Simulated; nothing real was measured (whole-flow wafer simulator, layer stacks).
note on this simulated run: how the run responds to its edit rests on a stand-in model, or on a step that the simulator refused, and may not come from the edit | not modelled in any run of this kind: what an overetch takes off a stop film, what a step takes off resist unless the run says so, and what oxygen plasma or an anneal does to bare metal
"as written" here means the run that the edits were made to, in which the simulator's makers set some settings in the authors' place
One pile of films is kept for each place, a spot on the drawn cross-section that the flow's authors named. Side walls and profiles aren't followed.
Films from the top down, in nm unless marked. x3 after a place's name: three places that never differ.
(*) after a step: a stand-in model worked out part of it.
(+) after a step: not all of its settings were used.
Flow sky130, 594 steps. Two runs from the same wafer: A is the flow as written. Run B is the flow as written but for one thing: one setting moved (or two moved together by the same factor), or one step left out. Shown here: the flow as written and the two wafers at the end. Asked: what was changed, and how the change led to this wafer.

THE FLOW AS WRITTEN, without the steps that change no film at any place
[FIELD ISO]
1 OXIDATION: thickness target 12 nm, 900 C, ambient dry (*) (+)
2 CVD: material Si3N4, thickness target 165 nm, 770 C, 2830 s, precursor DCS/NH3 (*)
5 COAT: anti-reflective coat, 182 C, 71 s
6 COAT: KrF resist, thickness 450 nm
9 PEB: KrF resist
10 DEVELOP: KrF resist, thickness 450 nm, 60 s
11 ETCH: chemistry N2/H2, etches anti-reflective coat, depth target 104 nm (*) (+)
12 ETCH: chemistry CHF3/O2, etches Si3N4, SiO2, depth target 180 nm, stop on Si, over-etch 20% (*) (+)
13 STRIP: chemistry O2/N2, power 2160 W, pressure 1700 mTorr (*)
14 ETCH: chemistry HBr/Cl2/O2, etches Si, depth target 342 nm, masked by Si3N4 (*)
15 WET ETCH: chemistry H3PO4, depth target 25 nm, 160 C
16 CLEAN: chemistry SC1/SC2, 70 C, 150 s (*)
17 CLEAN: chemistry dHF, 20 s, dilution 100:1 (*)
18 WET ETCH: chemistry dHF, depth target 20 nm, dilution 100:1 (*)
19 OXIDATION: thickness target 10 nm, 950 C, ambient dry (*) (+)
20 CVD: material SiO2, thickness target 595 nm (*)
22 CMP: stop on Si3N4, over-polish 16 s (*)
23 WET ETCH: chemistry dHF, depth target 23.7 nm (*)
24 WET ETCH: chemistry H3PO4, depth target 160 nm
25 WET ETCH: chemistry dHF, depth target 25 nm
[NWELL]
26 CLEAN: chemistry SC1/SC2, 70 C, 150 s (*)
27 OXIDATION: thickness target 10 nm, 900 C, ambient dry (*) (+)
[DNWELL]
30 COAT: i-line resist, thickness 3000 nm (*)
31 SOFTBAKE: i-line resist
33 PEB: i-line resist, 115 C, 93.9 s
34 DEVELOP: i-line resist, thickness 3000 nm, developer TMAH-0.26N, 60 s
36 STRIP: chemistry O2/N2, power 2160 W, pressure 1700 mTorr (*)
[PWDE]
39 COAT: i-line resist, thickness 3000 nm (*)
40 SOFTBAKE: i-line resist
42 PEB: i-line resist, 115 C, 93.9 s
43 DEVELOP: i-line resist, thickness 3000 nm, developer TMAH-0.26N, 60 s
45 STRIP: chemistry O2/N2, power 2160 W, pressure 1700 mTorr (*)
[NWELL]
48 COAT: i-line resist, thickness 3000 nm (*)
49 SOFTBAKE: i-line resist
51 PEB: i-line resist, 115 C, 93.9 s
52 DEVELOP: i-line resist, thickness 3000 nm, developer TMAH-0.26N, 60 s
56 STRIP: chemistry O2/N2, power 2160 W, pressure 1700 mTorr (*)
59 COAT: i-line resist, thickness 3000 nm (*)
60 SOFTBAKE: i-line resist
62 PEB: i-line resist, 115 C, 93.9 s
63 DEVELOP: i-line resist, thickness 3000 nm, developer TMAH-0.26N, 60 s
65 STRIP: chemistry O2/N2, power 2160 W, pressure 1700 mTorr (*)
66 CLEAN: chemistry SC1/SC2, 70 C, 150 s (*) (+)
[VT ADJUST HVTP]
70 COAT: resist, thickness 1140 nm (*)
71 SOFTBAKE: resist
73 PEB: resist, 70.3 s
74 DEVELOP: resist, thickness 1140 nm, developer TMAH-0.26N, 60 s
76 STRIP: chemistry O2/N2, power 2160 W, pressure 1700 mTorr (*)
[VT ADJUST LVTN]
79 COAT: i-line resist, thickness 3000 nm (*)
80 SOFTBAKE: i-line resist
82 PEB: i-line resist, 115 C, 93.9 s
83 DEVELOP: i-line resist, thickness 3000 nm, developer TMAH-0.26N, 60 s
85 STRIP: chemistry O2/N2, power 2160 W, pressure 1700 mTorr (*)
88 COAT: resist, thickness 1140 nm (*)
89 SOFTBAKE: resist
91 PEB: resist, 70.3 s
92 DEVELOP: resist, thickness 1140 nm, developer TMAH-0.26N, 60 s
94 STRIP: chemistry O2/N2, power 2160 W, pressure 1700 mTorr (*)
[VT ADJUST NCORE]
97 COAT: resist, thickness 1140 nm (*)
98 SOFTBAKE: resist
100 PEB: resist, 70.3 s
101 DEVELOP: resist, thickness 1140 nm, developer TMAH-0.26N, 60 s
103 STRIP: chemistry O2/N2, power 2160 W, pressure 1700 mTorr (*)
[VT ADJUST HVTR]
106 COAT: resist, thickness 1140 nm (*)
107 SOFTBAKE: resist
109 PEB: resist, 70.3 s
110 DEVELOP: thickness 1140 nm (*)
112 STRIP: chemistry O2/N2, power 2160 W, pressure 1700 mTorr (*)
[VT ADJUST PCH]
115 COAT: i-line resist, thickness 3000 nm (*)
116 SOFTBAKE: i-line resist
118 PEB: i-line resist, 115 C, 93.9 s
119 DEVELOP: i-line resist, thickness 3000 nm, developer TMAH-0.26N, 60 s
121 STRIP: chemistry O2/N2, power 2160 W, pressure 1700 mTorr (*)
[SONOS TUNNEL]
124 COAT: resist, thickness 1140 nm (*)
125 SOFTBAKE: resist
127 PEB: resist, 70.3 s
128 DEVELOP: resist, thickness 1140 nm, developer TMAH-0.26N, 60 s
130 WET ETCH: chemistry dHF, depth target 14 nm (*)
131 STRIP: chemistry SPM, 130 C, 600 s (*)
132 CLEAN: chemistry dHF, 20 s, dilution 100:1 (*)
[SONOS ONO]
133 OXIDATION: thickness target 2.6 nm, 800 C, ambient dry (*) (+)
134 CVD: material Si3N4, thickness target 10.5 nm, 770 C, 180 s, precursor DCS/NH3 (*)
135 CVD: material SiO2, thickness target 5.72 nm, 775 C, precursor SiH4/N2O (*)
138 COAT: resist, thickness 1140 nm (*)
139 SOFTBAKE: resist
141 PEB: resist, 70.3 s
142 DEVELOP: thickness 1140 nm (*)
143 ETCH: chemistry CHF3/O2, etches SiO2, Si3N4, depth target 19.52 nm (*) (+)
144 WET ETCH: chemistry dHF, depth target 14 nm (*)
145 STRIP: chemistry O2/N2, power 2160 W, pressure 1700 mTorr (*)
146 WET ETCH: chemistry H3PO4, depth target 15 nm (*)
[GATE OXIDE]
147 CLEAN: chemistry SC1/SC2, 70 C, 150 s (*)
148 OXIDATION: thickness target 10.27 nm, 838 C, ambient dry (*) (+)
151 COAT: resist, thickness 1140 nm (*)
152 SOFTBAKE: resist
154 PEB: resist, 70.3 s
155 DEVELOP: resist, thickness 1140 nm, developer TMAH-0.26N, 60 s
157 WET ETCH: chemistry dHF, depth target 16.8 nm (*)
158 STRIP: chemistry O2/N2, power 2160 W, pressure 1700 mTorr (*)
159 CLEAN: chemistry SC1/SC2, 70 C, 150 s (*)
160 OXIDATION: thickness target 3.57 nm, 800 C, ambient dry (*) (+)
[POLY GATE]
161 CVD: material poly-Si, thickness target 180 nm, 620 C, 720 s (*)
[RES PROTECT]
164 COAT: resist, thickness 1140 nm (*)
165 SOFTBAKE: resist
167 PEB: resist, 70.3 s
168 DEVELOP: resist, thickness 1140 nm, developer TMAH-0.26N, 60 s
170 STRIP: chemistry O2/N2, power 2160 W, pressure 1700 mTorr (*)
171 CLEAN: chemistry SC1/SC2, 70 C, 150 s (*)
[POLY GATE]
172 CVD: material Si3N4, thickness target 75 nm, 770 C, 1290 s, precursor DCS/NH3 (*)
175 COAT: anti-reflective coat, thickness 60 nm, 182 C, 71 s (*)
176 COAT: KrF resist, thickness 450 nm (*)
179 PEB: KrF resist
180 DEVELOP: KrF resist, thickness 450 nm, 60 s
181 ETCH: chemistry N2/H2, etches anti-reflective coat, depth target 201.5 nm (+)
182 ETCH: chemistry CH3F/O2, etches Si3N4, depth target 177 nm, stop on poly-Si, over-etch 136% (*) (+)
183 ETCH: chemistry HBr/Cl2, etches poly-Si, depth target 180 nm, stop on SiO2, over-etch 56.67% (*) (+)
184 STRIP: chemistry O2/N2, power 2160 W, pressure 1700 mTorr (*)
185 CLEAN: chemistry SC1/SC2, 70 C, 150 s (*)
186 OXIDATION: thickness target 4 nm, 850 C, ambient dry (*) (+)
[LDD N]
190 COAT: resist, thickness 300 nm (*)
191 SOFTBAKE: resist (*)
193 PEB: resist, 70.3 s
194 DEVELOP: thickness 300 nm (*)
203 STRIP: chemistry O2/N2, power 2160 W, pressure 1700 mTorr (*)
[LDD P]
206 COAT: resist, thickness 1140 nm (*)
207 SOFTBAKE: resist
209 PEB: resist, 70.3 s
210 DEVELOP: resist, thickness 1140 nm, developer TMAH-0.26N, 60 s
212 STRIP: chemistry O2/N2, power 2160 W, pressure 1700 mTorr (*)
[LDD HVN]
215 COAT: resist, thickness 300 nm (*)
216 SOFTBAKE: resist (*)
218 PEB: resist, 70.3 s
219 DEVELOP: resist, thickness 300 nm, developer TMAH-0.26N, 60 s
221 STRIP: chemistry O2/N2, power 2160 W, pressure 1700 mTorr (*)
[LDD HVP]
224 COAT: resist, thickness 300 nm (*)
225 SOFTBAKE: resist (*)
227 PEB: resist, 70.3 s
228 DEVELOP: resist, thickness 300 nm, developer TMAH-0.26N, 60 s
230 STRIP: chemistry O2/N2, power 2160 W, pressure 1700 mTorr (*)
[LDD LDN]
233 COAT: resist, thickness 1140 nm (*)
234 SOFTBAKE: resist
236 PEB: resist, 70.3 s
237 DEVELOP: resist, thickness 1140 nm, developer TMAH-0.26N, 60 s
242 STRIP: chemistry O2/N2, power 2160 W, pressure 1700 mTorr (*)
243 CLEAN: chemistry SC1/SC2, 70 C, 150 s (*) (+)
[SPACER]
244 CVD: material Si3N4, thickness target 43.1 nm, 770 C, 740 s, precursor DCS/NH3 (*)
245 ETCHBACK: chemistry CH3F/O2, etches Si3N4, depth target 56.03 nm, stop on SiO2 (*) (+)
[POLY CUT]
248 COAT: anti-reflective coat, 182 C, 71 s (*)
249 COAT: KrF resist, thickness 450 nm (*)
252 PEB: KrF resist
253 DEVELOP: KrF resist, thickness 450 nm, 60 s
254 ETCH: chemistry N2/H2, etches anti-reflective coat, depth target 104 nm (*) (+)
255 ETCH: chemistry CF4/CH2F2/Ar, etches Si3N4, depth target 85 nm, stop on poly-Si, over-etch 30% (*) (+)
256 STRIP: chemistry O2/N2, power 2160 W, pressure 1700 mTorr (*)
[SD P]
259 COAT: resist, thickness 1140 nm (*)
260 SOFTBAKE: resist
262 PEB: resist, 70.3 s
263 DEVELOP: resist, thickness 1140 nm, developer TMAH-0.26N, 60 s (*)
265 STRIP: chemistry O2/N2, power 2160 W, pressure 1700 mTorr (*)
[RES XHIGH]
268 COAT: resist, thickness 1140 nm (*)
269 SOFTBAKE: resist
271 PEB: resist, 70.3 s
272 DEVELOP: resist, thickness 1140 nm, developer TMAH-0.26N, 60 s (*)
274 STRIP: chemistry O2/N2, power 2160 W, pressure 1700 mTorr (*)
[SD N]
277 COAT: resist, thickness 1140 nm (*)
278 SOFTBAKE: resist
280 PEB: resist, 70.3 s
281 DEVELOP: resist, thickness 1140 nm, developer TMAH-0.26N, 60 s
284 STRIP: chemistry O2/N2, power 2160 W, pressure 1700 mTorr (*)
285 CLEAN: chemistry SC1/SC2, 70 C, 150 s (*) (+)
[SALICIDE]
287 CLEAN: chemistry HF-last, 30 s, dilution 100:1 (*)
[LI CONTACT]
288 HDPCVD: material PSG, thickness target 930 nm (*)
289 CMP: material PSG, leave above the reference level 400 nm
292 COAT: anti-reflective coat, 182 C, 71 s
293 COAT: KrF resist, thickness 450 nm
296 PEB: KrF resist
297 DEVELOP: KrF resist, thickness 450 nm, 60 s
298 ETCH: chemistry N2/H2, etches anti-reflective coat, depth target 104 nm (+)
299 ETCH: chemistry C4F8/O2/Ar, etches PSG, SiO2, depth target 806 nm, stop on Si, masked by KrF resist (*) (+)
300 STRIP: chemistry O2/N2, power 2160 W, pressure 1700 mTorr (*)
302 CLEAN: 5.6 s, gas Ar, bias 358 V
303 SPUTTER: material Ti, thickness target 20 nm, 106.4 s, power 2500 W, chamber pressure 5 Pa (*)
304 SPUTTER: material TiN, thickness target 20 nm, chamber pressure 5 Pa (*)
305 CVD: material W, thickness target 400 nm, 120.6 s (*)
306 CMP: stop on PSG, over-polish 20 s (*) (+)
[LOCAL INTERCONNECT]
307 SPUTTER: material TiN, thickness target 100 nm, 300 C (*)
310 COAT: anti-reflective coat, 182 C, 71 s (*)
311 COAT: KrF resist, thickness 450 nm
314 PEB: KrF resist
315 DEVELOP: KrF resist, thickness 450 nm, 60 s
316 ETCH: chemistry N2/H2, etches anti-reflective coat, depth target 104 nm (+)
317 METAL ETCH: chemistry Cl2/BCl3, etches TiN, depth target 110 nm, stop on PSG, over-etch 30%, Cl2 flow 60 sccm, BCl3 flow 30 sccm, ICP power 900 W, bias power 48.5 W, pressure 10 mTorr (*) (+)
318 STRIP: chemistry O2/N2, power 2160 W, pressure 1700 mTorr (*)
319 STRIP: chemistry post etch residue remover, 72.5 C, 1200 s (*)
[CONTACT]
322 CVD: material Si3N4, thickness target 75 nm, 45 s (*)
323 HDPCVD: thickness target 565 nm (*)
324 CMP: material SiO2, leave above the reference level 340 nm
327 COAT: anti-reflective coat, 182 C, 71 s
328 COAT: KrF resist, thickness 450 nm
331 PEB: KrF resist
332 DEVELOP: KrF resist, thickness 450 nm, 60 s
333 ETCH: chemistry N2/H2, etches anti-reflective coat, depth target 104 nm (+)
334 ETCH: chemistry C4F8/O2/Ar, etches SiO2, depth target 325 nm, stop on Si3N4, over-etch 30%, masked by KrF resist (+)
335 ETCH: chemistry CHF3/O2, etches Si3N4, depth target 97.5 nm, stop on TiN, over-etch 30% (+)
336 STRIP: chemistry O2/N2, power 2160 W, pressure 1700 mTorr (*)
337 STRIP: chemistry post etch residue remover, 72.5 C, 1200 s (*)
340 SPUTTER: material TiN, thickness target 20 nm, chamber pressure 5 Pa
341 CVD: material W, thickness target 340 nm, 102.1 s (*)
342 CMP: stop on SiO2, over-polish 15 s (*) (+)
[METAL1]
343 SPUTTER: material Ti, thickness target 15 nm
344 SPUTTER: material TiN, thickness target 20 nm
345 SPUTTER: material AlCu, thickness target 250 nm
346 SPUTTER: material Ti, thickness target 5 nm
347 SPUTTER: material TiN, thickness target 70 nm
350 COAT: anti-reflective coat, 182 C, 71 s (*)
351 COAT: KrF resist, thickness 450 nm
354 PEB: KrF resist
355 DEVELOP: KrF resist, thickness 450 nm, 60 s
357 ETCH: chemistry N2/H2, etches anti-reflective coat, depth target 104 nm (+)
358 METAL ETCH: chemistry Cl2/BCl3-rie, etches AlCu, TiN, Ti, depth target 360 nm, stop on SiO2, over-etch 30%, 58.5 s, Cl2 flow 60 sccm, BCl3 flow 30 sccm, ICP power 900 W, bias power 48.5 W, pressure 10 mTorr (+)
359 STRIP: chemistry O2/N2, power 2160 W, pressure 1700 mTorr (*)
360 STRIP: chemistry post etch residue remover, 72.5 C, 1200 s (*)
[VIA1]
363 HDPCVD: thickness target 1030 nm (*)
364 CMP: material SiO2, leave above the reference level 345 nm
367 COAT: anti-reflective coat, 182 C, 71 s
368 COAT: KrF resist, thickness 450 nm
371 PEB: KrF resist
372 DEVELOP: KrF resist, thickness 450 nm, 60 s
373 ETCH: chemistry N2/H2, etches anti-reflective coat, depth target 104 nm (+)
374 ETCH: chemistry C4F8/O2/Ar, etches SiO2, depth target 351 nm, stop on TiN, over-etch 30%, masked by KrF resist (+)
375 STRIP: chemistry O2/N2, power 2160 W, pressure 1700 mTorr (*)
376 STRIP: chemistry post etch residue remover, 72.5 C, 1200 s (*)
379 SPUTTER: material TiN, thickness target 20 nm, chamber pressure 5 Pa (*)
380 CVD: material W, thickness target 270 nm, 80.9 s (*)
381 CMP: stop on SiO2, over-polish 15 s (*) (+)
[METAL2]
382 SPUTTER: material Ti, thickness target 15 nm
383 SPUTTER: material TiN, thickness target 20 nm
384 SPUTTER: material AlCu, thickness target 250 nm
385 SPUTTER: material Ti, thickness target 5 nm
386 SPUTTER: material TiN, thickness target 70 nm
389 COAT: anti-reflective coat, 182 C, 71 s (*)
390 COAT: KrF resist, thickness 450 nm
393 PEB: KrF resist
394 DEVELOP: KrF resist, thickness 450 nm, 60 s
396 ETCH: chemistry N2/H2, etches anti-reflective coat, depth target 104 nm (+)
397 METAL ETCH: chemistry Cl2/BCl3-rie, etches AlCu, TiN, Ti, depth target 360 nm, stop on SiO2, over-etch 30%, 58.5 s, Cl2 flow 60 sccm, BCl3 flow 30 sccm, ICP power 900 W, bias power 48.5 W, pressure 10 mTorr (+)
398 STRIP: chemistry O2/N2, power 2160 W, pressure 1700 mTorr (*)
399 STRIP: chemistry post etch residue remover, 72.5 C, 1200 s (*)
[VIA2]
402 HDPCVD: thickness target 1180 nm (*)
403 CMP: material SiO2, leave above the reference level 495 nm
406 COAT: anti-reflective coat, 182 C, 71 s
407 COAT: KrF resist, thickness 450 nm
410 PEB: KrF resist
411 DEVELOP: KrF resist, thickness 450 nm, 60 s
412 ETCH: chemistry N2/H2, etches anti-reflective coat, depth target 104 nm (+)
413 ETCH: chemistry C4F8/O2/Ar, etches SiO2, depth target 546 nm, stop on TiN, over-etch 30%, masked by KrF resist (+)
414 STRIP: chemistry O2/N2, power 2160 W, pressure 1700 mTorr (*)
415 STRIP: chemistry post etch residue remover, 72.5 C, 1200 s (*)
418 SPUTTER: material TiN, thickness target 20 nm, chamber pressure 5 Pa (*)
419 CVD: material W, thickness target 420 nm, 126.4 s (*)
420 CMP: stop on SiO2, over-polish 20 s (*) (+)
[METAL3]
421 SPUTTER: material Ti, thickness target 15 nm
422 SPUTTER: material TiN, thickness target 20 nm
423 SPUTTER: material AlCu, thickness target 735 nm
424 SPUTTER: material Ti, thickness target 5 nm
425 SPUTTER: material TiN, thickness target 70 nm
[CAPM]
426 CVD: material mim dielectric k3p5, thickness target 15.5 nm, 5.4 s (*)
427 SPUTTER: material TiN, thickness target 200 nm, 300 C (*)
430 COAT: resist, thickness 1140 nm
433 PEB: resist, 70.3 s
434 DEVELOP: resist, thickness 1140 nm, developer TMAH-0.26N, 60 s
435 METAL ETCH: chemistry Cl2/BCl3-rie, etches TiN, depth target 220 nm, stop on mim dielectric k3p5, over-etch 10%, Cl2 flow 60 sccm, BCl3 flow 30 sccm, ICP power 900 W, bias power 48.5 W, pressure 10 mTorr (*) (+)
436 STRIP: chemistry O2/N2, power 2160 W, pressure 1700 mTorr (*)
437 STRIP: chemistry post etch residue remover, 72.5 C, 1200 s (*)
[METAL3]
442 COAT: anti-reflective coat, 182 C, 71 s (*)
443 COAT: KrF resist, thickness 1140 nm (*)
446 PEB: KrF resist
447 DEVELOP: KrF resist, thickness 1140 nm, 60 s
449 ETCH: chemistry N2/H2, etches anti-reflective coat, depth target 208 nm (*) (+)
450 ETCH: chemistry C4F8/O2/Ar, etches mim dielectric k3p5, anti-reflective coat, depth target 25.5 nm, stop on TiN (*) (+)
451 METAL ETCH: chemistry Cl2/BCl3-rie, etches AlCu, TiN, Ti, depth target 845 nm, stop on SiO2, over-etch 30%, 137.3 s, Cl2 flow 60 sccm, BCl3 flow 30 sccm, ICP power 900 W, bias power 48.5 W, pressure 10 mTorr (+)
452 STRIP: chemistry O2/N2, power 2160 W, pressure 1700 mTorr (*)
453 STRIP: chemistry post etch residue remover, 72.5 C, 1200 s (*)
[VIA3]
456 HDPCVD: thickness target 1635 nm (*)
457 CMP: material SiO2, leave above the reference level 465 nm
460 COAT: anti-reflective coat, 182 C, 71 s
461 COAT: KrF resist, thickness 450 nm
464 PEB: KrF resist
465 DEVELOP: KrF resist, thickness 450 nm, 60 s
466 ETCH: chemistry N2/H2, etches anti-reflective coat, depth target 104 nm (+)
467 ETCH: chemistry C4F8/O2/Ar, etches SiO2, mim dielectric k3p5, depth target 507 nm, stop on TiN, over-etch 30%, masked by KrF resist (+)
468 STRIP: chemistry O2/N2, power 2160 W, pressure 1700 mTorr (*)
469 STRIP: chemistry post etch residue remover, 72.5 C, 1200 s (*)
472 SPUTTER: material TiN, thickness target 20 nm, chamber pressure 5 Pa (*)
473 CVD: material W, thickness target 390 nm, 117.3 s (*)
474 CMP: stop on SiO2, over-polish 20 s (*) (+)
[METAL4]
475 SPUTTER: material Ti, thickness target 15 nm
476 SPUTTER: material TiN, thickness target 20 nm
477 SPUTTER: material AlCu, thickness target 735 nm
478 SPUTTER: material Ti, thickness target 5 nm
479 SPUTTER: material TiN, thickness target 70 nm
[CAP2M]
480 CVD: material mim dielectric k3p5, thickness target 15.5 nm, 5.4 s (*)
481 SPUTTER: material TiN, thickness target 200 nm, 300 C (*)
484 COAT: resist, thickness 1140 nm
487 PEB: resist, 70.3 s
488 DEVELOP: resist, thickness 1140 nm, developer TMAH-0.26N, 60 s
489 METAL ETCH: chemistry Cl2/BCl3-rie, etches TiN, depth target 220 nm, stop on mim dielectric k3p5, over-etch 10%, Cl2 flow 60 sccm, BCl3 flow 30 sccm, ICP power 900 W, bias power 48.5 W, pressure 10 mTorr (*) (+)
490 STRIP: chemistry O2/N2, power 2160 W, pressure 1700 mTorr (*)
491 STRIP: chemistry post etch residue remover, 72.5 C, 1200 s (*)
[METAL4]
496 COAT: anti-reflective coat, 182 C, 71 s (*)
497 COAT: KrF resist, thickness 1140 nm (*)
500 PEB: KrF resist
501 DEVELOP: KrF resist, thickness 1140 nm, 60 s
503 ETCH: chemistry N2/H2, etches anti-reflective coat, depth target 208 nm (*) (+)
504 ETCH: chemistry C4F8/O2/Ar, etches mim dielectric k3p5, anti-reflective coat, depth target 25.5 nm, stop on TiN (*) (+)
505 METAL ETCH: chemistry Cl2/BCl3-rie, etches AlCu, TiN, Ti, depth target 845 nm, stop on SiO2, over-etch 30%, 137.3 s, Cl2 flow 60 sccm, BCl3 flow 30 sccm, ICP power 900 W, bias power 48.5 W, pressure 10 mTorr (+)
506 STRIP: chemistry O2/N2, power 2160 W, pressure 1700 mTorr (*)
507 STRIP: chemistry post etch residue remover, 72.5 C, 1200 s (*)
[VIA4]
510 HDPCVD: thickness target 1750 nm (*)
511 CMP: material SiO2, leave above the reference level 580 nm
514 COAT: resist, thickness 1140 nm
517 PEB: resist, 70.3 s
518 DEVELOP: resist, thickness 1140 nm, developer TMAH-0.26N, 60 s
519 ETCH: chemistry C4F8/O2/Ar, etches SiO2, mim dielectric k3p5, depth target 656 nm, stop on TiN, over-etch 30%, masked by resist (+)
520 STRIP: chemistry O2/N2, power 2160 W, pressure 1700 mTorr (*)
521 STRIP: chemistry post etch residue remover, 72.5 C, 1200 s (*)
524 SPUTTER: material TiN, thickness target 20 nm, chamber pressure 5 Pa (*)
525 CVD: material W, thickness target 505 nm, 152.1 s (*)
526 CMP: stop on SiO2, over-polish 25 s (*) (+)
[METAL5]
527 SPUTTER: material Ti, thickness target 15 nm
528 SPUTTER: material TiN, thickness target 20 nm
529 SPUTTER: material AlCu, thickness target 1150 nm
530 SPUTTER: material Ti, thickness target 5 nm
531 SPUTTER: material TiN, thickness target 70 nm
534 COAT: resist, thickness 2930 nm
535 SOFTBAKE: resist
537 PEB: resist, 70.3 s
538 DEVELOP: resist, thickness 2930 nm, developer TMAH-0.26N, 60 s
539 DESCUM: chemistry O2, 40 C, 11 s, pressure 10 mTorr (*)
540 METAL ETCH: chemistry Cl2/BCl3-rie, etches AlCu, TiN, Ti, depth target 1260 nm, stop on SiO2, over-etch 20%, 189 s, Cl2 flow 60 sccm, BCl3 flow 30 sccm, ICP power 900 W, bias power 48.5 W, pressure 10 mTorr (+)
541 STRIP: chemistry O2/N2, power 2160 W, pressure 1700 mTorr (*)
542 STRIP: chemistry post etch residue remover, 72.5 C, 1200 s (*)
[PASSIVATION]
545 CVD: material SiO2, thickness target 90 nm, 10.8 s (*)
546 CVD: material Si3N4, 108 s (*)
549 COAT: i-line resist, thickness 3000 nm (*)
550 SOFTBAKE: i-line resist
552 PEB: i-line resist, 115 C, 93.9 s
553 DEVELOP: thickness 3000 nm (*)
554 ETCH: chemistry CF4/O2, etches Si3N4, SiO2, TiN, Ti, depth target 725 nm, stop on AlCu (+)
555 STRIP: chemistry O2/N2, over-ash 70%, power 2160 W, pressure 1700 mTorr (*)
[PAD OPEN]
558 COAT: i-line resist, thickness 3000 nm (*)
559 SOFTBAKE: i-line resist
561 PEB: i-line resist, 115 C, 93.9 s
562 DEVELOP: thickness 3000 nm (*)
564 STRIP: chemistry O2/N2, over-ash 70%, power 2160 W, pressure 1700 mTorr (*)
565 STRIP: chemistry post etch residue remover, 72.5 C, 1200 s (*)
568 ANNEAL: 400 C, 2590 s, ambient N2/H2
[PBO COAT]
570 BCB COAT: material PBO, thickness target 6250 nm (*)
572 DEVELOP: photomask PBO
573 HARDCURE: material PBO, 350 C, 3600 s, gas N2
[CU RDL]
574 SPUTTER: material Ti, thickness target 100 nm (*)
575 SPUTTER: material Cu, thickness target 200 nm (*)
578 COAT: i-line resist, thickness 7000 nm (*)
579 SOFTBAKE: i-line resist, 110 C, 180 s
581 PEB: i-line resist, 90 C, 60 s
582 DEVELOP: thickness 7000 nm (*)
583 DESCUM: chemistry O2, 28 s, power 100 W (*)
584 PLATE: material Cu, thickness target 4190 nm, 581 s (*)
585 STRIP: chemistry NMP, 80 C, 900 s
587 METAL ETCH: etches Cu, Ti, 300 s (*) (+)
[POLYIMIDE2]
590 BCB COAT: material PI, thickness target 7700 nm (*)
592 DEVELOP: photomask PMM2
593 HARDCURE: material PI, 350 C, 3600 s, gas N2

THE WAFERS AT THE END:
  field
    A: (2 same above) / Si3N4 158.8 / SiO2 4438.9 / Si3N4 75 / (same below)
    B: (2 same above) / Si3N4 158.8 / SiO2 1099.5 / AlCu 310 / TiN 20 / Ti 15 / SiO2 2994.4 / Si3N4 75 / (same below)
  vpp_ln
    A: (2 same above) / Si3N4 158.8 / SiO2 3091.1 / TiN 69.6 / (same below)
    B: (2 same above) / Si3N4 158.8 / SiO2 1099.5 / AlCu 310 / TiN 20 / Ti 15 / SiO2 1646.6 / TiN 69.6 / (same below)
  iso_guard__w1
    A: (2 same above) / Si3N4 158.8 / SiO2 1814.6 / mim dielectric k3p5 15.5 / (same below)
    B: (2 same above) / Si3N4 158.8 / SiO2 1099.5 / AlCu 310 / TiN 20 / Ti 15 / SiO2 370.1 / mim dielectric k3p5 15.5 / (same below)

The cause: step 505, METAL ETCH: depth target 380.2 nm was run, where the flow has depth target 845 nm; step 505, METAL ETCH: 61.8 s was run, where the flow has 137.3 s.

How the change led to this, step by step:
  505 METAL ETCH: chemistry Cl2/BCl3-rie, etches AlCu, TiN, Ti, depth target 845 nm, stop on SiO2, over-etch 30%, 137.3 s, Cl2 flow 60 sccm, BCl3 flow 30 sccm, ICP power 900 W, bias power 48.5 W, pressure 10 mTorr (+)
      field, gate, spacer and 68 more: A TiN -70 (all of it), Ti -5 (all of it), AlCu -735 (all of it), TiN -20 (all of it), Ti -15 (all of it), SiO2 -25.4 | B TiN -70 (all of it), Ti -5 (all of it), AlCu -419.3
      active, vpp_iso1, mim_edge_plate and 14 more: A TiN -70 (all of it), Ti -5 (all of it), AlCu -735 (all of it), TiN -20 (all of it), Ti -15 (all of it), SiO2 -25.3 | B TiN -70 (all of it), Ti -5 (all of it), AlCu -419.3
      (and at 105 more places)
  506 STRIP: chemistry O2/N2, power 2160 W, pressure 1700 mTorr (*)
      n_well, p_well, gate_hv and 81 more: A KrF resist -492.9 (all of it), anti-reflective coat -80 (all of it) | B KrF resist -795 (all of it), anti-reflective coat -80 (all of it)
      m1, via3_hole: A KrF resist -493 (all of it), anti-reflective coat -80.5 (all of it) | B KrF resist -795.1 (all of it), anti-reflective coat -80.5 (all of it)
      (and at 19 more places)
  507 STRIP: chemistry post etch residue remover, 72.5 C, 1200 s (*)
      field, active, gate and 85 more: A nothing | B AlCu -5.72
  510 HDPCVD: thickness target 1750 nm (*)
      field, active, gate and 85 more: A SiO2 +1750 | B SiO2 +1750 (new film)
  511 CMP: material SiO2, leave above the reference level 580 nm
      field, active, gate and 77 more: A SiO2 -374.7 | B SiO2 -745
      iso_guard__w1, mim_edge_gap, vpp_l1ln, vpp_m3ln, rpm_encl, via2_enc, rpm_encl_psd, iso_guard_nsd_tip: A SiO2 -374.6 | B SiO2 -745
Counting metal films that touch as one body, field has 1 body; the flow as written gives 0 bodies.
Counting metal films that touch as one body, vpp_ln has 3 bodies (between them, from the top down: SiO2 1646.6; SiO2 267.2); the flow as written gives 2 bodies (between them, from the top down: SiO2 267.2).
Counting metal films that touch as one body, iso_guard__w1 has 2 bodies (between them, from the top down: SiO2 370.1 / mim dielectric k3p5 15.5); the flow as written gives 1 body.
